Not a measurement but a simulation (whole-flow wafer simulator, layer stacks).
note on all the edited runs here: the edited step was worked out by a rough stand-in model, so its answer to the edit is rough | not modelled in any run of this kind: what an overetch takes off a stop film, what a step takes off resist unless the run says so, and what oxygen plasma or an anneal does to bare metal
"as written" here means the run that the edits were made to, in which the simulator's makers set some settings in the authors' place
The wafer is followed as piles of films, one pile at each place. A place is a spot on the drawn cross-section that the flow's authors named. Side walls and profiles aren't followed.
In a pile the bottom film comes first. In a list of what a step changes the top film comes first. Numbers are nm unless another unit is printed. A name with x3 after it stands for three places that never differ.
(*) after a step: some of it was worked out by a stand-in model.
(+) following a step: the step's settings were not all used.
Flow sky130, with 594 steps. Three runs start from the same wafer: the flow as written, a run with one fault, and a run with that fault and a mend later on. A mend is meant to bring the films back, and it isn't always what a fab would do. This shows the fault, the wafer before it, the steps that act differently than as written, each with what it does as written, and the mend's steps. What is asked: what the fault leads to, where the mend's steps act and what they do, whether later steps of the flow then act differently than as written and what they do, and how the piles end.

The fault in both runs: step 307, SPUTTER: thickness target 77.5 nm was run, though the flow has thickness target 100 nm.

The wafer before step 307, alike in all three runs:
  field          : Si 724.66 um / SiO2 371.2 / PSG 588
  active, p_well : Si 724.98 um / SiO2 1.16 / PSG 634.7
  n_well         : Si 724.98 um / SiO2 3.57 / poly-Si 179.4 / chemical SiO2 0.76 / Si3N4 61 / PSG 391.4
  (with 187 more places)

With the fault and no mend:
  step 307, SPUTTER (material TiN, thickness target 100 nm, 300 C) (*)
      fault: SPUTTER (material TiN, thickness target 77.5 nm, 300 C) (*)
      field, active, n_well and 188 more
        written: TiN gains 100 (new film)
        fault: TiN gains 77.5 (new film)
  Later steps of the flow acting differently than as written (1 other step is not shown; it differs only slightly, by no more than 2% or 0.5 nm, whichever is larger):
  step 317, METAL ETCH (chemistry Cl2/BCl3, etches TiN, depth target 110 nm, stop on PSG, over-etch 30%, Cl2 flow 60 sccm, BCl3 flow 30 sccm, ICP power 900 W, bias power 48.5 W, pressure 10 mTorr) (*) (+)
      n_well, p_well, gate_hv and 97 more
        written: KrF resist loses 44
        fault: KrF resist loses 39.6
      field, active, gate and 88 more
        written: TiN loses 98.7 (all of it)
        fault: TiN loses 76.2 (all of it)
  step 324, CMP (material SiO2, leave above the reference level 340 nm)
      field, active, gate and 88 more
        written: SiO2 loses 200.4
        fault: SiO2 loses 222.9
  At n_well, p_well, gate_hv and 110 more, the piles at the end differ from the flow's by more than 2% or 0.5 nm, whichever is larger.
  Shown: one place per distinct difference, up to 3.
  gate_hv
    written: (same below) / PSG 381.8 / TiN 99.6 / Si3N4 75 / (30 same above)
    fault: (same below) / PSG 381.8 / TiN 77.1 / Si3N4 75 / (30 same above)
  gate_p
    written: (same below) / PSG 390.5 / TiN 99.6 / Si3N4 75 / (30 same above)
    fault: (same below) / PSG 390.5 / TiN 77.1 / Si3N4 75 / (30 same above)
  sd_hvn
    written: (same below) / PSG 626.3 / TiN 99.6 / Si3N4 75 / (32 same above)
    fault: (same below) / PSG 626.3 / TiN 77.1 / Si3N4 75 / (32 same above)

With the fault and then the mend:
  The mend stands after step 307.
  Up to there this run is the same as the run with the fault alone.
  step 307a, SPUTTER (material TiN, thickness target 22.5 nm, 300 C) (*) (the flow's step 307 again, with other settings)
      field, active, n_well and 188 more
        TiN gains 22.5
  Later steps of the flow that are run all act as written at every place that is followed, up to a difference of at most 2% or 0.5 nm, whichever is larger.
  At every place that both follow, the piles at the end match the flow's.
